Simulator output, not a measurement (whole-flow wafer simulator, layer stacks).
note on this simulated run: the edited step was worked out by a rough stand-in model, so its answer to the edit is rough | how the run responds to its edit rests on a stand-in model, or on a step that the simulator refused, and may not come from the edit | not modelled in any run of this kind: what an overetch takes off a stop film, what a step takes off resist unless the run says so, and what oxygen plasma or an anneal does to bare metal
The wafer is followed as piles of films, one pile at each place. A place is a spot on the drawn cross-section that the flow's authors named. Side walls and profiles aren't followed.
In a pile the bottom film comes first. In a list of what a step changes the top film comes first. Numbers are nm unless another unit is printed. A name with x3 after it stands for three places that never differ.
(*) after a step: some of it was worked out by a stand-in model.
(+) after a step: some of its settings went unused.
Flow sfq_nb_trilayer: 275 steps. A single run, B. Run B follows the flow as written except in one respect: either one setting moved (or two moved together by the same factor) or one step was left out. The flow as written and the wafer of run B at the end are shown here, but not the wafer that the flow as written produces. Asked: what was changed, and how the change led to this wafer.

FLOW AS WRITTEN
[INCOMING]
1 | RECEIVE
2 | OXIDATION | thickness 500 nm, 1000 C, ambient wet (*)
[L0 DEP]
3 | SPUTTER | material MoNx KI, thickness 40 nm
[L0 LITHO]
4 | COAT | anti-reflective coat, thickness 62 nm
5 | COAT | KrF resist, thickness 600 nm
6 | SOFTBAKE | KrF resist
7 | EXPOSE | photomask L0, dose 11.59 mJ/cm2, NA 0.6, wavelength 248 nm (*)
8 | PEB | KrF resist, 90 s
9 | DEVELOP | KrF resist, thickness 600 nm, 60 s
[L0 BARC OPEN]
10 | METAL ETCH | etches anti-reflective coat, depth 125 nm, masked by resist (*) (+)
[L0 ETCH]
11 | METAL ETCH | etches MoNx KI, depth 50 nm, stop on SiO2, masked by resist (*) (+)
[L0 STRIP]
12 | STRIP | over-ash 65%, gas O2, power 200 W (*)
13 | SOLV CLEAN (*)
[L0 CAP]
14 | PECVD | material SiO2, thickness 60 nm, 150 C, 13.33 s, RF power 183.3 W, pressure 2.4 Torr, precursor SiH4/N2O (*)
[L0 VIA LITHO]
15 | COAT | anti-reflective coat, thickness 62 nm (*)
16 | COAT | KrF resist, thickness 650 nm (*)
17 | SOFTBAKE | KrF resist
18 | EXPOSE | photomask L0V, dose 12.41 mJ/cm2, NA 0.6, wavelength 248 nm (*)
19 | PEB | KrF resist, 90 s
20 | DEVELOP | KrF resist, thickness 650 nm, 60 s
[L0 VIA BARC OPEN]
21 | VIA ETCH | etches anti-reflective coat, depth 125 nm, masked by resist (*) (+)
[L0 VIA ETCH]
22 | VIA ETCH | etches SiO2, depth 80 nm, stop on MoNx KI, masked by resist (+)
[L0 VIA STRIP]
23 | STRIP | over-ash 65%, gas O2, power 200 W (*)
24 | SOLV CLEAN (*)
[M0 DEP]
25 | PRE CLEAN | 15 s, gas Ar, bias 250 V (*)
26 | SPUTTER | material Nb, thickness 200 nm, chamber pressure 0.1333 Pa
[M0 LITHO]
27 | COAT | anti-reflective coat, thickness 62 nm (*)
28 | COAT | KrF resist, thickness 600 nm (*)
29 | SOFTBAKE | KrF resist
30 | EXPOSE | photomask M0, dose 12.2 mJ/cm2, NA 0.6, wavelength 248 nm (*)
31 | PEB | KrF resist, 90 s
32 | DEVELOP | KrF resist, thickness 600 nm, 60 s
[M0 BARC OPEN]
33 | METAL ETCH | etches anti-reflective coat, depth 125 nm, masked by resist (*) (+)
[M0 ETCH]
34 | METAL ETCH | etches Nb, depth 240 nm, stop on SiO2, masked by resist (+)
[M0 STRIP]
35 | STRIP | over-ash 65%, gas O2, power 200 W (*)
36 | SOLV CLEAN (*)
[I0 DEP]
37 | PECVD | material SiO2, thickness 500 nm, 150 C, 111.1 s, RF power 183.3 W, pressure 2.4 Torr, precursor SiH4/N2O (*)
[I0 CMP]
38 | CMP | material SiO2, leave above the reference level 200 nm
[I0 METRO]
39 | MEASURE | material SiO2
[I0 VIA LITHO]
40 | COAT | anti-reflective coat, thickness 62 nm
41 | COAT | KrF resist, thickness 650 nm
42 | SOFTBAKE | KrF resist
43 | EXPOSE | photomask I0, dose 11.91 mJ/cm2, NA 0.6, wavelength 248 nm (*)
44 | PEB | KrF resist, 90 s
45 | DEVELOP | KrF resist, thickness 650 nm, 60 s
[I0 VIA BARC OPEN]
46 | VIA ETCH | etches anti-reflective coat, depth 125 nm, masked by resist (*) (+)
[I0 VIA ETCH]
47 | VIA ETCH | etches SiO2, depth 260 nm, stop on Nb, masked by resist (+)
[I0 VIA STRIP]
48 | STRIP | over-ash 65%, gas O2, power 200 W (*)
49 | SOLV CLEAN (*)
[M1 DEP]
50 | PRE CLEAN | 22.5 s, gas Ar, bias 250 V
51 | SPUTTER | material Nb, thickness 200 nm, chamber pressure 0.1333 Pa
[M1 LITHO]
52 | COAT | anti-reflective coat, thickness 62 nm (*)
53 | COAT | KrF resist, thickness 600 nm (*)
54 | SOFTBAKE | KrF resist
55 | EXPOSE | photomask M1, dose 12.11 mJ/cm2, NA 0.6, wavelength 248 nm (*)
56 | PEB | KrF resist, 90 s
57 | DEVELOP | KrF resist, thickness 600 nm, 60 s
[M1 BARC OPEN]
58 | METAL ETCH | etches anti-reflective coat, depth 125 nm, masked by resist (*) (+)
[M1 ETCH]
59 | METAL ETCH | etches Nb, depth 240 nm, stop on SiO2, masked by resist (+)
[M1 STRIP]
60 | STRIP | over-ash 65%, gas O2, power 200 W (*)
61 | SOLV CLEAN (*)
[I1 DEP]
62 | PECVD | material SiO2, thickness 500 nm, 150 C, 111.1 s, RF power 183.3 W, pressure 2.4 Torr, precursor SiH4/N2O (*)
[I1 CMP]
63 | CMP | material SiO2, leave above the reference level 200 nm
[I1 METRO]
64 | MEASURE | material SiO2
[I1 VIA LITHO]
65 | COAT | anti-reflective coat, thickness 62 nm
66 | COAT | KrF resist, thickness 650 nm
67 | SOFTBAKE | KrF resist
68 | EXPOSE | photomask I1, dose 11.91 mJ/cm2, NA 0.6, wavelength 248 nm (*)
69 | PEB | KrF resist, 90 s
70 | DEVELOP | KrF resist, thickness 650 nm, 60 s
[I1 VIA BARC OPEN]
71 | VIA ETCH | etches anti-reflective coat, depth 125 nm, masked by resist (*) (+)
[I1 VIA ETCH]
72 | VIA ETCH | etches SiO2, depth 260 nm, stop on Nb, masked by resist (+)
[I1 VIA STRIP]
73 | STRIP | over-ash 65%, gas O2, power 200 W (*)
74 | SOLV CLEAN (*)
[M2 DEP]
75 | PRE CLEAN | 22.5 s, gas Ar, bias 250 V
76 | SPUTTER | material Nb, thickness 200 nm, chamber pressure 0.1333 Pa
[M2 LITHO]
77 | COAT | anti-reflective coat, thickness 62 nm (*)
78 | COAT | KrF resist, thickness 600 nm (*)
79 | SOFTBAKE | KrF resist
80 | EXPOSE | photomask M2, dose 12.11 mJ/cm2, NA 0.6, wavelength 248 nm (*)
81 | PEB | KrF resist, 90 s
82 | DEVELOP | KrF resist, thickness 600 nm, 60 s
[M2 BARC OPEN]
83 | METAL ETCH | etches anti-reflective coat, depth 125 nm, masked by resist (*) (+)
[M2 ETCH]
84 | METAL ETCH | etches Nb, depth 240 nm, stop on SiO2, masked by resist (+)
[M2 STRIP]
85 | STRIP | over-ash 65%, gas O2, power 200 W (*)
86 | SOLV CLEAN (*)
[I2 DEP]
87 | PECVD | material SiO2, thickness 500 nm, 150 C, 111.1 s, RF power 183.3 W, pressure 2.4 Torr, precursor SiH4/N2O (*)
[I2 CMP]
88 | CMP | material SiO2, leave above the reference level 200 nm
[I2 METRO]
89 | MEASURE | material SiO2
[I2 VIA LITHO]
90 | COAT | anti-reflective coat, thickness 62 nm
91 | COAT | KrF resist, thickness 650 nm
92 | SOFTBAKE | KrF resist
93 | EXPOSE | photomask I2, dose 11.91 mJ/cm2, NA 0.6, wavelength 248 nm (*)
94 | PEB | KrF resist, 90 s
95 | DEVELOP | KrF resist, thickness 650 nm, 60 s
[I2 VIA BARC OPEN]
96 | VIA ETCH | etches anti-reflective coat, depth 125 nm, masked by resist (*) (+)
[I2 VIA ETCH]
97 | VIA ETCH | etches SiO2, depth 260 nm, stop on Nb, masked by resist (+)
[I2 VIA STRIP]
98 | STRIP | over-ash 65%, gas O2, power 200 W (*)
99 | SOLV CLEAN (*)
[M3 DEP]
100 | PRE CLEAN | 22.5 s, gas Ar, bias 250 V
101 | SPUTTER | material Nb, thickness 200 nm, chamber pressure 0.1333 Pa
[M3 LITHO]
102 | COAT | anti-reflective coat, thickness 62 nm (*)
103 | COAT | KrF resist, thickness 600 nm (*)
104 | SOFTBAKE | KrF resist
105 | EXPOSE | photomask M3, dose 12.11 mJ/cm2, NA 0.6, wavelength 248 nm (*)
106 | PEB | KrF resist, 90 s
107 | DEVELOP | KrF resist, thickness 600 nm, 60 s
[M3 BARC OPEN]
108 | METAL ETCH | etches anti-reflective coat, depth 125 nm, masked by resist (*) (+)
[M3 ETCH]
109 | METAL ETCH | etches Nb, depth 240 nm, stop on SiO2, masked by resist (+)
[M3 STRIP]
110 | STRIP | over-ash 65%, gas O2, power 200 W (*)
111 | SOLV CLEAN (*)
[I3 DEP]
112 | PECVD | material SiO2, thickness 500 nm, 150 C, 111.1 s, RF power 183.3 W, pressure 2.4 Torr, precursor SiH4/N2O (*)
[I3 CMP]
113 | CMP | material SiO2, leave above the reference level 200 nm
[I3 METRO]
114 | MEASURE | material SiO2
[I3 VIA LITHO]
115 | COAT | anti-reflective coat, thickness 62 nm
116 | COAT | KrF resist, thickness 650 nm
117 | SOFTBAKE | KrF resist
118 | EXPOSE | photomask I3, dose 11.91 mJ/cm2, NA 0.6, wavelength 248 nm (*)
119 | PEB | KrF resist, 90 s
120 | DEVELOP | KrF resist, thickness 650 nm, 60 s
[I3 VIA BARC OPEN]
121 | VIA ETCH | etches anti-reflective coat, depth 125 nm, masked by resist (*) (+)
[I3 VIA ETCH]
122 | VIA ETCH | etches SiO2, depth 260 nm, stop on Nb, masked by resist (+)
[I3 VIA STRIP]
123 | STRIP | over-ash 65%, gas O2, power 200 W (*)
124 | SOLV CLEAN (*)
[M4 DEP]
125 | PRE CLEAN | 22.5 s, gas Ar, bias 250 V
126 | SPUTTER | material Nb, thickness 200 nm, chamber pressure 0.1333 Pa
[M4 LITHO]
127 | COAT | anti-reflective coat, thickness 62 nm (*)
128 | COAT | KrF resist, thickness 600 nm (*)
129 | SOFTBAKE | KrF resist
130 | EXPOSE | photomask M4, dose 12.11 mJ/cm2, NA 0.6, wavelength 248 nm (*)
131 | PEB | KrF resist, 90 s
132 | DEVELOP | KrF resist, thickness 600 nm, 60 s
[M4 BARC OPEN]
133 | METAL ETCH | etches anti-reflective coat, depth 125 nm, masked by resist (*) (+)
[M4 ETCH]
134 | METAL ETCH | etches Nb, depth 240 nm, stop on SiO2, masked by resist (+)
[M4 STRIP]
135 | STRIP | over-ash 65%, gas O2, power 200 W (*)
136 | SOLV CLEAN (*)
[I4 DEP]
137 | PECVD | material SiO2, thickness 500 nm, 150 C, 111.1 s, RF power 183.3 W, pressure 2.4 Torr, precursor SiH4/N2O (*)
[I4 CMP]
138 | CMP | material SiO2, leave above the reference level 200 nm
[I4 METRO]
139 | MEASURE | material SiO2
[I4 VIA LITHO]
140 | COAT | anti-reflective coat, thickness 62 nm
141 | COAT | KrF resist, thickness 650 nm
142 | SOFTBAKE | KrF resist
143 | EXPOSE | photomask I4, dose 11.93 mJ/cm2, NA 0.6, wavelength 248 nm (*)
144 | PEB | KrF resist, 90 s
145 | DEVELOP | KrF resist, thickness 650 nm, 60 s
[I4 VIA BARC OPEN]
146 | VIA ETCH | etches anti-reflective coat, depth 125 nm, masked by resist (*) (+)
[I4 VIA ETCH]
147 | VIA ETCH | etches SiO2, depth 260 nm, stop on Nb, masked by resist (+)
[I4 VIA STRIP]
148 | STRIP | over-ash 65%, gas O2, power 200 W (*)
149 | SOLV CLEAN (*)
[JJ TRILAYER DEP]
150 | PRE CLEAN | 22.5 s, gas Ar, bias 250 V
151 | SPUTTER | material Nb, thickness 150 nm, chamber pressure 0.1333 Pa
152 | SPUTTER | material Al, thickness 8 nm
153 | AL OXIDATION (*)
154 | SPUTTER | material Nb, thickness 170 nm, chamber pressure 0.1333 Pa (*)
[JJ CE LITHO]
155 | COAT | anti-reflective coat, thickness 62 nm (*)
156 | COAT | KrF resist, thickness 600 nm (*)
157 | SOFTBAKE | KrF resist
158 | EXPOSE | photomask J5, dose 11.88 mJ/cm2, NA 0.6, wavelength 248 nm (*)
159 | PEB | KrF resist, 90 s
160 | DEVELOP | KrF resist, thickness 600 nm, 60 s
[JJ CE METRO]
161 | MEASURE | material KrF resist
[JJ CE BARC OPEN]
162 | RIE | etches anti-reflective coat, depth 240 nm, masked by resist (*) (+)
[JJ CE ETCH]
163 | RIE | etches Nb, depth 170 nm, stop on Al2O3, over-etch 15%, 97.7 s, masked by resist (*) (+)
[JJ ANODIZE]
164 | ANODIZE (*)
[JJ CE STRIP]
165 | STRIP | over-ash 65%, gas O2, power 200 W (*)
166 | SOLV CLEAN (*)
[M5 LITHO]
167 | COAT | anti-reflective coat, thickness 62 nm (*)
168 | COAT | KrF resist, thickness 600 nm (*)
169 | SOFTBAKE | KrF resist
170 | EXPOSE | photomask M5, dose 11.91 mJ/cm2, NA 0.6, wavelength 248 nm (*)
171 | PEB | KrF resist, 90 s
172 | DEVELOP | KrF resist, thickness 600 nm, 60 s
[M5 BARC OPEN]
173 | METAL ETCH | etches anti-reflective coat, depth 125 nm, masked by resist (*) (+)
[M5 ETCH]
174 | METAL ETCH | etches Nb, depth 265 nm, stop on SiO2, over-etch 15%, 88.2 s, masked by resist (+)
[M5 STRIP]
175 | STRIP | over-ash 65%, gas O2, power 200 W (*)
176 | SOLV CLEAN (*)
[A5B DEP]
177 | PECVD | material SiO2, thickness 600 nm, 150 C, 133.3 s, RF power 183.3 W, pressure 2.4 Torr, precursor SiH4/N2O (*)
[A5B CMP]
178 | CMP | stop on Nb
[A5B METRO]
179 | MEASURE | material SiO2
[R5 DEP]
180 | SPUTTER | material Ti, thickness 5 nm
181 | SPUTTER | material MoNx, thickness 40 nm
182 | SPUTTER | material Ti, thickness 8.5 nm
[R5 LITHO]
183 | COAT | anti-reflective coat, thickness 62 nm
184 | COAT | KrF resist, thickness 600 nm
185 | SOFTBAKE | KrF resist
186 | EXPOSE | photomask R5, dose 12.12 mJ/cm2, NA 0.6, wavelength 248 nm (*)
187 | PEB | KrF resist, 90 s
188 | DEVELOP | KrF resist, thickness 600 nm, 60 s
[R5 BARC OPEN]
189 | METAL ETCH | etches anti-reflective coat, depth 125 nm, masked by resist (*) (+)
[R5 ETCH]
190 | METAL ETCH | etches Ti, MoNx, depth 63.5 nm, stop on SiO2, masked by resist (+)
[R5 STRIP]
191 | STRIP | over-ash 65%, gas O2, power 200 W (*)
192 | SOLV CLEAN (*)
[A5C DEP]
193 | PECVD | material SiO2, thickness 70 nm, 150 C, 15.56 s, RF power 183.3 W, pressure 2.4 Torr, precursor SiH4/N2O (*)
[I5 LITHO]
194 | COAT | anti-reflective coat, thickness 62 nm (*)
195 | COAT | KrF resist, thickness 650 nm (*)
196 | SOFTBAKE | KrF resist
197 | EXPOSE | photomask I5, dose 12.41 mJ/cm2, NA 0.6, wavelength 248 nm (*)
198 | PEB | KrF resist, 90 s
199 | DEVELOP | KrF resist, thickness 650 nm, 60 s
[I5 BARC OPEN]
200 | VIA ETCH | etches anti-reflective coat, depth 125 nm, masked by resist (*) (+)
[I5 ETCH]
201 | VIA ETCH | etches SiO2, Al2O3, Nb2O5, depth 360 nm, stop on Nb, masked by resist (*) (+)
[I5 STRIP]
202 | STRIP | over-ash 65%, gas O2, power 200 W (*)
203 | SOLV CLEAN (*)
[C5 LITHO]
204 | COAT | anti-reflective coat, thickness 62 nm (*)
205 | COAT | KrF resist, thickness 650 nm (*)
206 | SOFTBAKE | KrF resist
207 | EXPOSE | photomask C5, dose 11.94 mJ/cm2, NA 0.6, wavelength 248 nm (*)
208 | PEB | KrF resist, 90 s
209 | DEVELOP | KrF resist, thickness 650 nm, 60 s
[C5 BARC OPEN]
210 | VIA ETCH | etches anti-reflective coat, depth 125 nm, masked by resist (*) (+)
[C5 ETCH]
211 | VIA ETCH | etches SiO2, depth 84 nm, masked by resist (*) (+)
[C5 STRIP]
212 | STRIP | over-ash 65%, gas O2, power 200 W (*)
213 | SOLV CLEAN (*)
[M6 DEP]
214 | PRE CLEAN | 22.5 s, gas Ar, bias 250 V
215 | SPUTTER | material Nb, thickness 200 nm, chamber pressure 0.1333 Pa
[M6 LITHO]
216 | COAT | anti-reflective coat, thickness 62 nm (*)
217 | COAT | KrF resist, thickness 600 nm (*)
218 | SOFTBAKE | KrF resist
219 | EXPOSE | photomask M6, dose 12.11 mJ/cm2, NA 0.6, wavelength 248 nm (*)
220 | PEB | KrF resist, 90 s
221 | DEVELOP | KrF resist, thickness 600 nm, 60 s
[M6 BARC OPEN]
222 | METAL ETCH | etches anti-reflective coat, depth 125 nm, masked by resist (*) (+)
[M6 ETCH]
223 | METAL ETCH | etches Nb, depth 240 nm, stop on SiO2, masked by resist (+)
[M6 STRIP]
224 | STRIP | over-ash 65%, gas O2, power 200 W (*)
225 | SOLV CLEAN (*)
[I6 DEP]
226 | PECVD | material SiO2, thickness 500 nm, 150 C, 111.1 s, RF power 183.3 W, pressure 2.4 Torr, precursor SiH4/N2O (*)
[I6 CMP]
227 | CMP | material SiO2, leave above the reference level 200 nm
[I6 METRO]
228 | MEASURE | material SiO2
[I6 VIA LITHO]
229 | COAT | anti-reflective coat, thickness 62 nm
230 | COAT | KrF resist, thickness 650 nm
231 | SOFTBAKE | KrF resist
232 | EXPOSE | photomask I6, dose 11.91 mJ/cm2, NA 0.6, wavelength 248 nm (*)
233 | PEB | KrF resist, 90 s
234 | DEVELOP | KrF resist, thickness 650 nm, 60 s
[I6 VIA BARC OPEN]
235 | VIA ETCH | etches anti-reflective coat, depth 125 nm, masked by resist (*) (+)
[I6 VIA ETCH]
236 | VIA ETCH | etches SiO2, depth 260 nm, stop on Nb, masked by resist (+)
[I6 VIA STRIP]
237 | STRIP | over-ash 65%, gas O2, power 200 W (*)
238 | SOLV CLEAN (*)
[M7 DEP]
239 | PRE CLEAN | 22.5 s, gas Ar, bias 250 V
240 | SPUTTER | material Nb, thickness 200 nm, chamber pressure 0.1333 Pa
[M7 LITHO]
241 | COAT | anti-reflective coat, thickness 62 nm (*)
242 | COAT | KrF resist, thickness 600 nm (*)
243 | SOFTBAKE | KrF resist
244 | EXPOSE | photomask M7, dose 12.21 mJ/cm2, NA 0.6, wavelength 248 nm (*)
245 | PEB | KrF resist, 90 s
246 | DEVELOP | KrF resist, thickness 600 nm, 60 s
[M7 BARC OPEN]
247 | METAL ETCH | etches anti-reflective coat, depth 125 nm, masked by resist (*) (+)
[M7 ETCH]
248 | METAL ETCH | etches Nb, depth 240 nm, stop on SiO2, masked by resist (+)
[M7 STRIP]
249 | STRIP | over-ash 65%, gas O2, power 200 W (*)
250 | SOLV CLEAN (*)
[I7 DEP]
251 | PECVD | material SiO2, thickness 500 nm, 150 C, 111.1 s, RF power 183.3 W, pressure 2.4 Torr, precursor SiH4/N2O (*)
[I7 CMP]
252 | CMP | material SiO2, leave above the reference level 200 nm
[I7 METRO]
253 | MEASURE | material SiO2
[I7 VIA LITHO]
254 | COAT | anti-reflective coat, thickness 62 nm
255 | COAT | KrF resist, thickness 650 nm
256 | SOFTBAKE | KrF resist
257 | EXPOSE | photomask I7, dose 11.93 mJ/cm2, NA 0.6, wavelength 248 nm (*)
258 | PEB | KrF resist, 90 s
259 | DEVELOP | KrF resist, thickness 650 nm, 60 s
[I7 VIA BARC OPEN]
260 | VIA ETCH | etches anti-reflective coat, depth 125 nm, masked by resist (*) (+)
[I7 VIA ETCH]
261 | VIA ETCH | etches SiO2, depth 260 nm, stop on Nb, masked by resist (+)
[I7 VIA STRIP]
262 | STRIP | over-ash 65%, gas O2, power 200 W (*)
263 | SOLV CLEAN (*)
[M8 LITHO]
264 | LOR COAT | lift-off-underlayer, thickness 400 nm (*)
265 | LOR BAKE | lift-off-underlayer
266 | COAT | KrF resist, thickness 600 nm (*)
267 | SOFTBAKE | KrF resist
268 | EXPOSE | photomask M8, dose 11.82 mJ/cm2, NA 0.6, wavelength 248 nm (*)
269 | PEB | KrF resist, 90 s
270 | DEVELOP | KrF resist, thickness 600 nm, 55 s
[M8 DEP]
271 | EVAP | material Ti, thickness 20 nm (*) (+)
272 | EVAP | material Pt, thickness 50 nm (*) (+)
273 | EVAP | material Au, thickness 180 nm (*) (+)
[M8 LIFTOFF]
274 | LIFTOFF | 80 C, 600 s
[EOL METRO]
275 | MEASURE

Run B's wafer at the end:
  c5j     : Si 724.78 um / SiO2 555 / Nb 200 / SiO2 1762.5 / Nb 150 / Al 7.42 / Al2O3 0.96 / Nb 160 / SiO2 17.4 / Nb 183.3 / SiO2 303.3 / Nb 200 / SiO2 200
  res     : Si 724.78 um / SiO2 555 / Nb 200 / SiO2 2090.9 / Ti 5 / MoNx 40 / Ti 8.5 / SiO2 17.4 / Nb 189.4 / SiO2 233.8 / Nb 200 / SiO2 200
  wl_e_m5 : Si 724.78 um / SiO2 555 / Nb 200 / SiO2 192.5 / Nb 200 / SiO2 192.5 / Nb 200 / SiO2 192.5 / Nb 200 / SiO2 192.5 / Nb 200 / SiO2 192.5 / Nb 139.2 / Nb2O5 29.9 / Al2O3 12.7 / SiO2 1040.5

The reason: step 193, PECVD: thickness 109 nm was run, whereas the flow has thickness 70 nm; step 193, PECVD: 24.27 s was run, where the flow has 15.56 s.

How this came from the change, step by step:
  193 | PECVD | material SiO2, thickness 70 nm, 150 C, 15.56 s, RF power 183.3 W, pressure 2.4 Torr, precursor SiH4/N2O (*)
      field_l, v_sur, via_wl and 92 more: +109 SiO2 (as written it would have been: +70 SiO2)
      ce_l, c5j, ce_r and 8 more: +109 SiO2 (new film) (as written it would have been: +70 SiO2 (new film))
  201 | VIA ETCH | etches SiO2, Al2O3, Nb2O5, depth 360 nm, stop on Nb, masked by resist (*) (+)
      be: -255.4 SiO2 (all of it), -12.7 Al2O3 (all of it), -29.9 Nb2O5 (all of it) (as written it would have been: -216.4 SiO2 (all of it), -12.7 Al2O3 (all of it), -29.9 Nb2O5 (all of it))
  204 | COAT | anti-reflective coat, thickness 62 nm (*)
      be: +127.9 anti-reflective coat (new film) (as written it would have been: +122.2 anti-reflective coat (new film))
      be_sur: +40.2 anti-reflective coat (new film) (as written it would have been: +41.8 anti-reflective coat (new film))
  205 | COAT | KrF resist, thickness 650 nm (*)
      be: +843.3 KrF resist (new film) (as written it would have been: +815.3 KrF resist (new film))
  211 | VIA ETCH | etches SiO2, depth 84 nm, masked by resist (*) (+)
      c5j: -84 SiO2 (as written it would have been: -69.9 SiO2 (all of it), -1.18 Nb)
      res: -84 SiO2 (as written it would have been: -69.9 SiO2 (all of it))
  212 | STRIP | over-ash 65%, gas O2, power 200 W (*)
      be: -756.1 KrF resist (all of it), -127.9 anti-reflective coat (all of it) (as written it would have been: -728.2 KrF resist (all of it), -122.2 anti-reflective coat (all of it))
      be_sur: -557.5 KrF resist (all of it), -40.2 anti-reflective coat (all of it) (as written it would have been: -559.6 KrF resist (all of it), -41.8 anti-reflective coat (all of it))
  214 | PRE CLEAN | 22.5 s, gas Ar, bias 250 V
      c5j: -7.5 SiO2 (as written it would have been: -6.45 Nb)
      res: -7.5 SiO2 (as written it would have been: -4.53 Ti)
  215 | SPUTTER | material Nb, thickness 200 nm, chamber pressure 0.1333 Pa
      c5j: +183.3 Nb (new film) (as written it would have been: +188.4 Nb)
      be: +138.7 Nb (as written it would have been: +147.3 Nb)
  216 | COAT | anti-reflective coat, thickness 62 nm (*)
      wire: +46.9 anti-reflective coat (new film) (as written it would have been: +48.3 anti-reflective coat (new film))
      be: +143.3 anti-reflective coat (new film) (as written it would have been: +136.7 anti-reflective coat (new film))
      (also at 6 further places)
  217 | COAT | KrF resist, thickness 600 nm (*)
      be: +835 KrF resist (new film) (as written it would have been: +793.9 KrF resist (new film))
  224 | STRIP | over-ash 65%, gas O2, power 200 W (*)
      wire: -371 KrF resist (all of it), -46.9 anti-reflective coat (all of it) (as written it would have been: -369.8 KrF resist (all of it), -48.3 anti-reflective coat (all of it))
      be: -616.8 KrF resist (all of it), -143.3 anti-reflective coat (all of it) (as written it would have been: -575.8 KrF resist (all of it), -136.7 anti-reflective coat (all of it))
      (also at 6 further places)
  226 | PECVD | material SiO2, thickness 500 nm, 150 C, 111.1 s, RF power 183.3 W, pressure 2.4 Torr, precursor SiH4/N2O (*)
      be: +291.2 SiO2 (new film), +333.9 void (new film), +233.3 SiO2 (new film) (as written it would have been: +693.5 SiO2 (new film))
      c5j: +533.8 SiO2 (new film) (as written it would have been: +514.7 SiO2 (new film))
  227 | CMP | material SiO2, leave above the reference level 200 nm
      be: -291.2 SiO2 (all of it), -333.9 void (all of it) (as written it would have been: -182.7 SiO2)
      res: -258.7 SiO2 (as written it would have been: -279.4 SiO2)
  229 | COAT | anti-reflective coat, thickness 62 nm
      via_sp, ce_l: +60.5 anti-reflective coat (new film) (as written it would have been: +62 anti-reflective coat (new film))
      via_v, jj_sur: +60.2 anti-reflective coat (new film) (as written it would have been: +62 anti-reflective coat (new film))
      (also at 5 further places)
  230 | COAT | KrF resist, thickness 650 nm
      be: +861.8 KrF resist (new film) (as written it would have been: +650 KrF resist (new film))
      gap: +636 KrF resist (new film) (as written it would have been: +650 KrF resist (new film))
  233 | PEB | KrF resist, 90 s
      be: -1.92 KrF resist (as written it would have been: -1.38 KrF resist)
  ... another 15 steps ...
  274 | LIFTOFF | 80 C, 600 s
      be: -180 Au (all of it), -50 Pt (all of it), -20 Ti (all of it), -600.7 KrF resist (all of it), -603 lift-off-underlayer (all of it) (as written it would have been: -180 Au (all of it), -50 Pt (all of it), -20 Ti (all of it), -572.1 KrF resist (all of it), -398.5 lift-off-underlayer (all of it))
      be_sur: -180 Au (all of it), -50 Pt (all of it), -20 Ti (all of it), -582.6 KrF resist (all of it), -376.5 lift-off-underlayer (all of it) (as written it would have been: -180 Au (all of it), -50 Pt (all of it), -20 Ti (all of it), -572.6 KrF resist (all of it), -398.9 lift-off-underlayer (all of it))
With metal films that touch counted as one body, c5j has 5 bodies (between them, from the top down: SiO2 303.3; SiO2 17.4; Al2O3 0.96; SiO2 1762.5); the flow as written gives 4 bodies (between them, from the top down: SiO2 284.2; Al2O3 0.96; SiO2 1762.5).
With metal films that touch counted as one body, res has 4 bodies (between them, from the top down: SiO2 233.8; SiO2 17.4; SiO2 2090.9); the flow as written gives 3 bodies (between them, from the top down: SiO2 213.1; SiO2 2090.9).
